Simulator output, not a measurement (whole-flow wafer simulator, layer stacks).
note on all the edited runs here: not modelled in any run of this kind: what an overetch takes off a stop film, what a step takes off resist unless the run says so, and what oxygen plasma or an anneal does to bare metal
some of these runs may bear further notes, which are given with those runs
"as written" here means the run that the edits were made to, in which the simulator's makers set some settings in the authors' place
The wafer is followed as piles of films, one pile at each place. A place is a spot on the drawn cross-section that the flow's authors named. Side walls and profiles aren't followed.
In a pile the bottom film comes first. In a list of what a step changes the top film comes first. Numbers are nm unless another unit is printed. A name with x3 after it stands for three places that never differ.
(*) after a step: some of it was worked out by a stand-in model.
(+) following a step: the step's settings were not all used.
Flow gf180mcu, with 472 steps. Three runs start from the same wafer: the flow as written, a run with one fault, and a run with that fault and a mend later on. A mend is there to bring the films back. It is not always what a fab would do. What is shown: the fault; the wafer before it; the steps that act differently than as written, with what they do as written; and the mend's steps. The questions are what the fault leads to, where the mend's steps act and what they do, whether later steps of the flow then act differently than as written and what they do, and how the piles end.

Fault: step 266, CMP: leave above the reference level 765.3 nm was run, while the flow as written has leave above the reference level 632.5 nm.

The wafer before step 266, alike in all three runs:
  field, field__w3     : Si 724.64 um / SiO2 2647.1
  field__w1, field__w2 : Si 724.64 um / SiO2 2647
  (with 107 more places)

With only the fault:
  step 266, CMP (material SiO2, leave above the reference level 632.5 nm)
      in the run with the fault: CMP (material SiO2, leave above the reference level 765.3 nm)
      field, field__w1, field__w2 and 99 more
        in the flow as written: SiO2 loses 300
        in the run with the fault: SiO2 loses 167.2
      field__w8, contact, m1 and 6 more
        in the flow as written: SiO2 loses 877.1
        in the run with the fault: SiO2 loses 744.3
  Later steps of the flow acting differently than as written (not shown: 1 more step that differs only slightly, by at most 2% or 0.5 nm, whichever is larger):
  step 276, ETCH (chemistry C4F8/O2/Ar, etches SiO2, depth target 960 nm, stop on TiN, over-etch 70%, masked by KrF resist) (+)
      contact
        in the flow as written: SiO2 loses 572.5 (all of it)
        in the run with the fault: SiO2 loses 705.3 (all of it)
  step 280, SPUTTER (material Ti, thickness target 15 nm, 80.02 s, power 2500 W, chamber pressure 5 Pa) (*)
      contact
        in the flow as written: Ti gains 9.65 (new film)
        in the run with the fault: Ti gains 8.94 (new film)
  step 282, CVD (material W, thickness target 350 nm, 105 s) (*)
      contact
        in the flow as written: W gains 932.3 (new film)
        in the run with the fault: W gains 1066.3 (new film)
  By the end, the piles at field__w4, field__w8, contact and 9 more depart from the flow's by more than 2% or 0.5 nm, whichever is larger.
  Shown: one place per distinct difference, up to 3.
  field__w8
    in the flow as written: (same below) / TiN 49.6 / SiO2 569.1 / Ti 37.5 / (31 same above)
    in the run with the fault: (same below) / TiN 49.6 / SiO2 701.9 / Ti 37.5 / (31 same above)
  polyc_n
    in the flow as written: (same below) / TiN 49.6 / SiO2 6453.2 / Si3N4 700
    in the run with the fault: (same below) / TiN 49.6 / SiO2 6586 / Si3N4 700
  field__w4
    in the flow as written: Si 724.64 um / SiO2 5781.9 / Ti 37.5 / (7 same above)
    in the run with the fault: Si 724.64 um / SiO2 5914.7 / Ti 37.5 / (7 same above)

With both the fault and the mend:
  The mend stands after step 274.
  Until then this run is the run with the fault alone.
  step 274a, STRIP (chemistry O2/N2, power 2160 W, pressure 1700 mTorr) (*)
      field, field__w1, field__w2 and 107 more
        KrF resist loses 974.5 (all of it), anti-reflective coat loses 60 (all of it)
      contact
        anti-reflective coat loses 60 (all of it)
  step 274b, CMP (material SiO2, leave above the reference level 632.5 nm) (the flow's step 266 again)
      field, field__w1, field__w2 and 108 more
        SiO2 loses 132.8
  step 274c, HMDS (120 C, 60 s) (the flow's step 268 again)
      alters no film at any place that is followed
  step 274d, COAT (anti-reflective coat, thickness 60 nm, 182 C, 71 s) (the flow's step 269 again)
      field, field__w1, field__w2 and 108 more
        anti-reflective coat gains 60 (new film)
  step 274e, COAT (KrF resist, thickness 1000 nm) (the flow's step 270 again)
      field, field__w1, field__w2 and 108 more
        KrF resist gains 1000 (new film)
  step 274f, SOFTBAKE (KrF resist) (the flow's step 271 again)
      alters no film at any place that is followed
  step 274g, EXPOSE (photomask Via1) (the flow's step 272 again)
      alters no film at any place that is followed
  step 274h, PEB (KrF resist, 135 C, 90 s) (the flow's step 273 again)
      field, field__w1, field__w2 and 108 more
        KrF resist loses 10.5
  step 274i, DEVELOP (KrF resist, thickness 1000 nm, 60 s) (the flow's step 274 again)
      field, field__w1, field__w2 and 107 more
        KrF resist loses 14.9
      contact
        KrF resist loses 989.5 (all of it)
  Later steps of the flow that are run all act as written at every place that is followed.
  At every place that both follow, the piles at the end match the flow's.
